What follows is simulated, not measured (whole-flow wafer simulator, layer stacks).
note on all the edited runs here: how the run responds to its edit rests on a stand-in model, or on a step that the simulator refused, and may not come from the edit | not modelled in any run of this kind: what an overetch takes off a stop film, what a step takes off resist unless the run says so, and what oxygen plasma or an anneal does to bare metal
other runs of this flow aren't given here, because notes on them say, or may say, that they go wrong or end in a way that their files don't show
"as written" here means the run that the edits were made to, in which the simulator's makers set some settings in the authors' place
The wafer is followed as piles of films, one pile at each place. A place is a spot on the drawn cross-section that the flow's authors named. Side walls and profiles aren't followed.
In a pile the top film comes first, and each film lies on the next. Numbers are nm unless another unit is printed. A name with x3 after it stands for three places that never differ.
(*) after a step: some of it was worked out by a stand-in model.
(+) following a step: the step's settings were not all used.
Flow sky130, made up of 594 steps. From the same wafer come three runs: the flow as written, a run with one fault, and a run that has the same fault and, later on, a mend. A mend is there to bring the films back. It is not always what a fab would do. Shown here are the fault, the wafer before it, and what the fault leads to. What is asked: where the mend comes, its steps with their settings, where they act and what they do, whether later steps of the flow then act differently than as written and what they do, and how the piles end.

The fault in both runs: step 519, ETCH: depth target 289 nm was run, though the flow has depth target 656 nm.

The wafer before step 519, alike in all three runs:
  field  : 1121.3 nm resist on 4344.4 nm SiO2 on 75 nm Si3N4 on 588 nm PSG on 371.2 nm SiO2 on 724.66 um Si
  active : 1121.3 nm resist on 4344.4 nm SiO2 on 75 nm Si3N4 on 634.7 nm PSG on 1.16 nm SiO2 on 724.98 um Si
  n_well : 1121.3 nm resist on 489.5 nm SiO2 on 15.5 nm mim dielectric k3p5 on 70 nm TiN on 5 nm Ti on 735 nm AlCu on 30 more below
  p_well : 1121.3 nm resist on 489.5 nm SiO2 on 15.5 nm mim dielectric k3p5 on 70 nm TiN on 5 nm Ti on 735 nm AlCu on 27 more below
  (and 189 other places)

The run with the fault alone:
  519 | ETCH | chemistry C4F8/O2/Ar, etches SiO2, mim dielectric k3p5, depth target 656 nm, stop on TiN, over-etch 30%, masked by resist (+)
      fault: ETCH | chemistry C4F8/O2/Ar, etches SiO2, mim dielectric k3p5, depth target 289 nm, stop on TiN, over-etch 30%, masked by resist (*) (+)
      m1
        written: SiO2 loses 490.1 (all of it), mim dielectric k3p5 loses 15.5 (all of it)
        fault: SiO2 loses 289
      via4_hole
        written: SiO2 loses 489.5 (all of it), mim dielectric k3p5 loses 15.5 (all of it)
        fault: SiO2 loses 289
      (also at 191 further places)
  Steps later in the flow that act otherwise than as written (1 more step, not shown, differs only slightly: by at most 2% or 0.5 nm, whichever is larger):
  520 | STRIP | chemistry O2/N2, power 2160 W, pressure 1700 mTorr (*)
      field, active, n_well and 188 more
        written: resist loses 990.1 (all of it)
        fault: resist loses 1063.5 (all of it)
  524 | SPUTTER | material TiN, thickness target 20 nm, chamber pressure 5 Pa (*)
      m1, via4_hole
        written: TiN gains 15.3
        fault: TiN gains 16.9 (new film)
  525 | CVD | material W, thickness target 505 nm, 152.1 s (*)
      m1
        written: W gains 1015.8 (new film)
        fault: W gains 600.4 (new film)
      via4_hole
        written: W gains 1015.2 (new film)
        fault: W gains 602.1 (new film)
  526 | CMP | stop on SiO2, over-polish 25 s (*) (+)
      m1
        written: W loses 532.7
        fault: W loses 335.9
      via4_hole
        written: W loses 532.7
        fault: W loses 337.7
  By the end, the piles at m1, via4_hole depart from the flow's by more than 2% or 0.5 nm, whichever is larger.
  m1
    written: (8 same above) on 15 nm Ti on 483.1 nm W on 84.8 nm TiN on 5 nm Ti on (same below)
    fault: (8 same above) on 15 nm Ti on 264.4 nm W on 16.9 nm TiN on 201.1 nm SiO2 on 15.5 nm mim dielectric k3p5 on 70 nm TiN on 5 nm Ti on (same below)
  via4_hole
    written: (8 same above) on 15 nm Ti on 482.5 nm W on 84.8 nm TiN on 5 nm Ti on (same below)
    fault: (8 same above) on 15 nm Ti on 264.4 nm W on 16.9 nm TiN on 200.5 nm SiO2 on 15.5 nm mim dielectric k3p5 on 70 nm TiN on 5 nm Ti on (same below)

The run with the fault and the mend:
  After step 521 comes the mend.
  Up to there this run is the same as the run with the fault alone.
  521a | DEHYDRATE | 200 C, 60 s (the flow's step 512, run once more)
      alters no film at any place that is followed
  521b | HMDS | 120 C, 60 s (the flow's step 513, run once more)
      alters no film at any place that is followed
  521c | COAT | resist, thickness 1140 nm (*) (the flow's step 514, run once more)
      gate_hv, mim, dice_street and 116 more
        resist gains 1140 (new film)
      n_well, p_well, sd_n and 7 more
        resist gains 1139.6 (new film)
      gate_p_hvt_sd, active_p_hvt, gate_p_lvt_sd, active_p_lvt, gate_p_g5v0_sd, active_p_g5v0, spacer_p_g5v0
        resist gains 1139.8 (new film)
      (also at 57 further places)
  521d | SOFTBAKE | resist (the flow's step 515, run once more)
      via2_enc, via3_hole
        resist loses 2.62
      active
        resist gains 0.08
      gate
        resist gains 0.11
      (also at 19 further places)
  521e | EXPOSE | photomask VIM4, dose 133.8 mJ/cm2, NA 0.6, wavelength 365 nm (*) (the flow's step 516, run once more)
      alters no film at any place that is followed
  521f | PEB | resist, 70.3 s (the flow's step 517, run once more)
      field, active, n_well and 173 more
        resist loses 18.7
      sonos_cell, nwell_res, iso_guard, via3_hole, via3_enc, via4_enc, sonos_guard, sonos_guard_hv
        resist loses 18.5
      pplus_nw, pwell_dnw, poly_endcap, via1_hole, via1_enc, via2_hole, via2_enc
        resist loses 18.6
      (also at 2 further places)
  521g | DEVELOP | resist, thickness 1140 nm, developer TMAH-0.26N, 60 s (the flow's step 518, run once more)
      field, spacer, iso_guard and 9 more
        resist loses 0.02
      m1
        resist loses 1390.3 (all of it)
      via4_hole
        resist loses 1390 (all of it)
  521h | ETCH | chemistry C4F8/O2/Ar, etches SiO2, mim dielectric k3p5, depth target 367 nm, stop on TiN, over-etch 30%, masked by resist (+) (the flow's step 519, run once more with other settings)
      field, active, n_well and 188 more
        resist loses 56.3
      m1
        SiO2 loses 201.1 (all of it), mim dielectric k3p5 loses 15.5 (all of it)
      via4_hole
        SiO2 loses 200.5 (all of it), mim dielectric k3p5 loses 15.5 (all of it)
  521i | STRIP | chemistry O2/N2, power 2160 W, pressure 1700 mTorr (*) (the flow's step 520, run once more)
      gate_hv, mim, dice_street and 116 more
        resist loses 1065 (all of it)
      n_well, p_well, sd_n and 8 more
        resist loses 1064.5 (all of it)
      gate_lvt_sd, active_lvt, gate_p_sd, active_p, gate_p_hvt_sd, active_p_hvt, active_p_lvt, field_nw
        resist loses 1064.7 (all of it)
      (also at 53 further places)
  521j | STRIP | chemistry post etch residue remover, 72.5 C, 1200 s (*) (the flow's step 521, run once more)
      m1, via4_hole
        TiN loses 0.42
  None of the later steps of the flow acts differently than as written at any place that is followed.
  By the end, the piles equal the flow's at every place that both follow.
